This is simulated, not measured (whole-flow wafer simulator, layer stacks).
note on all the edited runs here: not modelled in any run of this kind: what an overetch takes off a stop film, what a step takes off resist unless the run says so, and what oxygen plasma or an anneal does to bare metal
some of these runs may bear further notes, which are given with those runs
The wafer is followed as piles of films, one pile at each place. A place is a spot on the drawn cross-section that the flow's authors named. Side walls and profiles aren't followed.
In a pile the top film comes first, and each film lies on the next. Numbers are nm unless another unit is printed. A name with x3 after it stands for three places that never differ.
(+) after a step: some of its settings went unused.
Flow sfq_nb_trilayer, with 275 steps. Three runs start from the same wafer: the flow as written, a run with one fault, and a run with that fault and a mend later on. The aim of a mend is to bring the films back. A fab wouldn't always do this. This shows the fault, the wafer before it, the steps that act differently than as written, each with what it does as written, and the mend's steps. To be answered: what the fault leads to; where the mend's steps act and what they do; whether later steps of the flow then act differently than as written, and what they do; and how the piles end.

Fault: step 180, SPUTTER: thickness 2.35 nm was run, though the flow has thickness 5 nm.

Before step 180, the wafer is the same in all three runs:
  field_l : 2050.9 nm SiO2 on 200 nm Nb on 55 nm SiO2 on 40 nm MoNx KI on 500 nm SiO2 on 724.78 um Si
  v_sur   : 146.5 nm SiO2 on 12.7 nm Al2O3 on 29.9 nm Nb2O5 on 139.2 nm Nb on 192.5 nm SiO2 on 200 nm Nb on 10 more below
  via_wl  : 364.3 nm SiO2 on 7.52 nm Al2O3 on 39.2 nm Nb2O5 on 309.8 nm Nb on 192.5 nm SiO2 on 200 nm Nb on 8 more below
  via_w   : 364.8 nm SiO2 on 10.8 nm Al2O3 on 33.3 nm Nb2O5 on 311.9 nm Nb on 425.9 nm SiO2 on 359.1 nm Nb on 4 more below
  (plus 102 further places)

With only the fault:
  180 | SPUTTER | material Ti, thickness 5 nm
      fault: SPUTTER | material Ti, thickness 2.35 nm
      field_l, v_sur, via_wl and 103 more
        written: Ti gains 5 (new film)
        fault: Ti gains 2.35 (new film)
  Later steps of the flow acting differently than as written (not shown: 20 more steps that differ only slightly, by at most 2% or 0.5 nm, whichever is larger):
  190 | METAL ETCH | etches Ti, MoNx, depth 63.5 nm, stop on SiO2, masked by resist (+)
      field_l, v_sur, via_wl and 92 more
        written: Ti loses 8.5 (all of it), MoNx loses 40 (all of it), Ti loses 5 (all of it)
        fault: Ti loses 8.5 (all of it), MoNx loses 40 (all of it), Ti loses 2.35 (all of it)
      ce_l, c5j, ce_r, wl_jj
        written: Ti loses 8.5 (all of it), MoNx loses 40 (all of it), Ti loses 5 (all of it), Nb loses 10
        fault: Ti loses 8.5 (all of it), MoNx loses 40 (all of it), Ti loses 2.35 (all of it), Nb loses 12.7
  At be_r, r_sur, res, r_end, r5r_line_l, r5r_line_c, r5r_line_r, the piles at the end differ from the flow's by more than 2% or 0.5 nm, whichever is larger.
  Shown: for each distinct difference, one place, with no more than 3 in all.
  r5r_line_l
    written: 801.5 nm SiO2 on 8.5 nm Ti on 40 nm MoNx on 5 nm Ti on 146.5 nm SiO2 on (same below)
    fault: 804.1 nm SiO2 on 8.5 nm Ti on 40 nm MoNx on 2.35 nm Ti on 146.5 nm SiO2 on (same below)
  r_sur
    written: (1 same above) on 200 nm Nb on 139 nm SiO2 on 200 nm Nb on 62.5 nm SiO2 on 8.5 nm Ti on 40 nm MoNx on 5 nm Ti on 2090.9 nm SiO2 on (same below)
    fault: (1 same above) on 200 nm Nb on 141.7 nm SiO2 on 200 nm Nb on 62.5 nm SiO2 on 8.5 nm Ti on 40 nm MoNx on 2.35 nm Ti on 2090.9 nm SiO2 on (same below)
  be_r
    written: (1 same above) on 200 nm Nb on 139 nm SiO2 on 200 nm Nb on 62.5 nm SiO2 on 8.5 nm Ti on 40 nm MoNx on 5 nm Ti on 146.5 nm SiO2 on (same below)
    fault: (1 same above) on 200 nm Nb on 141.7 nm SiO2 on 200 nm Nb on 62.5 nm SiO2 on 8.5 nm Ti on 40 nm MoNx on 2.35 nm Ti on 146.5 nm SiO2 on (same below)

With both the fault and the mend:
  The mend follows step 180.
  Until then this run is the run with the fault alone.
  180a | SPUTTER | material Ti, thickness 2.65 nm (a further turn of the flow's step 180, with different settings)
      field_l, v_sur, via_wl and 103 more
        Ti gains 2.65
  None of the later steps of the flow acts differently than as written at any place that is followed.
  By the end, the piles equal the flow's at every place that both follow.
